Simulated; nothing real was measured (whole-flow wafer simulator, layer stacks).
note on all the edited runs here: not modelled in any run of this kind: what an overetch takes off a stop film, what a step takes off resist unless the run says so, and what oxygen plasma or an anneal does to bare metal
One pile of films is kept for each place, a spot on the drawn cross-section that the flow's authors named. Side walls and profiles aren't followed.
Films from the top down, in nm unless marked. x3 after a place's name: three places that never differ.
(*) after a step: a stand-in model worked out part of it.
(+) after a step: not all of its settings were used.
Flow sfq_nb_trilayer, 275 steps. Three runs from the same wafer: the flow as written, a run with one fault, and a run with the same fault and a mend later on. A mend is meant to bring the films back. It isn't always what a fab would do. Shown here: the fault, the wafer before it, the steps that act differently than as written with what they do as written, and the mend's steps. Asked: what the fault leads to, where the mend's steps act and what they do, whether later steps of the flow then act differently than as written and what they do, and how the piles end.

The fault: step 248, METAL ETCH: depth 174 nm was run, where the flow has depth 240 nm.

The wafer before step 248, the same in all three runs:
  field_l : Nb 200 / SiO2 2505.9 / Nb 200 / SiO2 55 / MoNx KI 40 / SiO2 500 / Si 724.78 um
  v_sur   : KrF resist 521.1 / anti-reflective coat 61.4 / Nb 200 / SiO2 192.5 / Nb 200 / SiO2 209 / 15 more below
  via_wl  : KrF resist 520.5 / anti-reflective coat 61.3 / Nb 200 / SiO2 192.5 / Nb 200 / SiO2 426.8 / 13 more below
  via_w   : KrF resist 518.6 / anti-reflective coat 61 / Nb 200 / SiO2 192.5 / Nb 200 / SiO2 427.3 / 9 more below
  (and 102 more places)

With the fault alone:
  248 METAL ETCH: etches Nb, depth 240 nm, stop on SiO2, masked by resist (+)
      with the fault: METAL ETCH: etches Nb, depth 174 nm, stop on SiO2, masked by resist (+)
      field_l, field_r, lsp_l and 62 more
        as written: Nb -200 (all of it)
        with the fault: Nb -174
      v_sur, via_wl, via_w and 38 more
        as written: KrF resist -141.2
        with the fault: KrF resist -102.4
  Later steps of the flow that act differently than as written:
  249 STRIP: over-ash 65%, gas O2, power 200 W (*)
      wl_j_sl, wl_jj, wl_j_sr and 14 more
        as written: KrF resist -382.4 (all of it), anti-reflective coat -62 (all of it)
        with the fault: KrF resist -421.2 (all of it), anti-reflective coat -62 (all of it)
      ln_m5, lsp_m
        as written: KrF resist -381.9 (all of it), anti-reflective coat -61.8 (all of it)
        with the fault: KrF resist -420.7 (all of it), anti-reflective coat -61.8 (all of it)
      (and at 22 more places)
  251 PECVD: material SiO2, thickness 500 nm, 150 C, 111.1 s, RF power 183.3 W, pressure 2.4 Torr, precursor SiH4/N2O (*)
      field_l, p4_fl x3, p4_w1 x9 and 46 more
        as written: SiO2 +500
        with the fault: SiO2 +500 (new film)
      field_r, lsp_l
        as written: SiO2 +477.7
        with the fault: SiO2 +480.6 (new film)
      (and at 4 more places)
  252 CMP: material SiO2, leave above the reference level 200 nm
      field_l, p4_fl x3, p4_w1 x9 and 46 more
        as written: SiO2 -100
        with the fault: SiO2 -126
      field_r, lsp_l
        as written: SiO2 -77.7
        with the fault: SiO2 -106.6
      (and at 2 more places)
  At the end the piles differ from the flow's by more than 2% or 0.5 nm, whichever is larger, at field_l, field_r, lsp_l and 62 more.
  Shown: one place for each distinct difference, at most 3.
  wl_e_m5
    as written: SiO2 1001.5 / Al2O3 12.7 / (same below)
    with the fault: SiO2 374 / Nb 26 / SiO2 601.5 / Al2O3 12.7 / (same below)
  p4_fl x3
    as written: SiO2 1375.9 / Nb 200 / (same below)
    with the fault: SiO2 374 / Nb 26 / SiO2 975.9 / Nb 200 / (same below)
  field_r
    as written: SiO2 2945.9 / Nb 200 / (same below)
    with the fault: SiO2 374 / Nb 26 / SiO2 2545.9 / Nb 200 / (same below)

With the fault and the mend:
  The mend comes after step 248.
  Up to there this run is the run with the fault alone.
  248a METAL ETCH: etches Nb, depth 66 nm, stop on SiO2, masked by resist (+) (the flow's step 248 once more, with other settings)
      field_l, field_r, lsp_l and 62 more
        Nb -26 (all of it)
      v_sur, via_wl, via_w and 38 more
        KrF resist -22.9
  Later steps of the flow that act differently than as written:
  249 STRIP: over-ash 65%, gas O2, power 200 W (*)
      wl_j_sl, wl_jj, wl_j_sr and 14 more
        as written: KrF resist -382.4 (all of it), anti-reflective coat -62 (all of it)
        with the mend: KrF resist -398.3 (all of it), anti-reflective coat -62 (all of it)
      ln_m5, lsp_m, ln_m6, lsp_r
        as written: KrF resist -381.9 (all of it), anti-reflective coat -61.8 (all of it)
        with the mend: KrF resist -397.8 (all of it), anti-reflective coat -61.8 (all of it)
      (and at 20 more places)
  At the end the piles are the same as the flow's at every place that both follow.
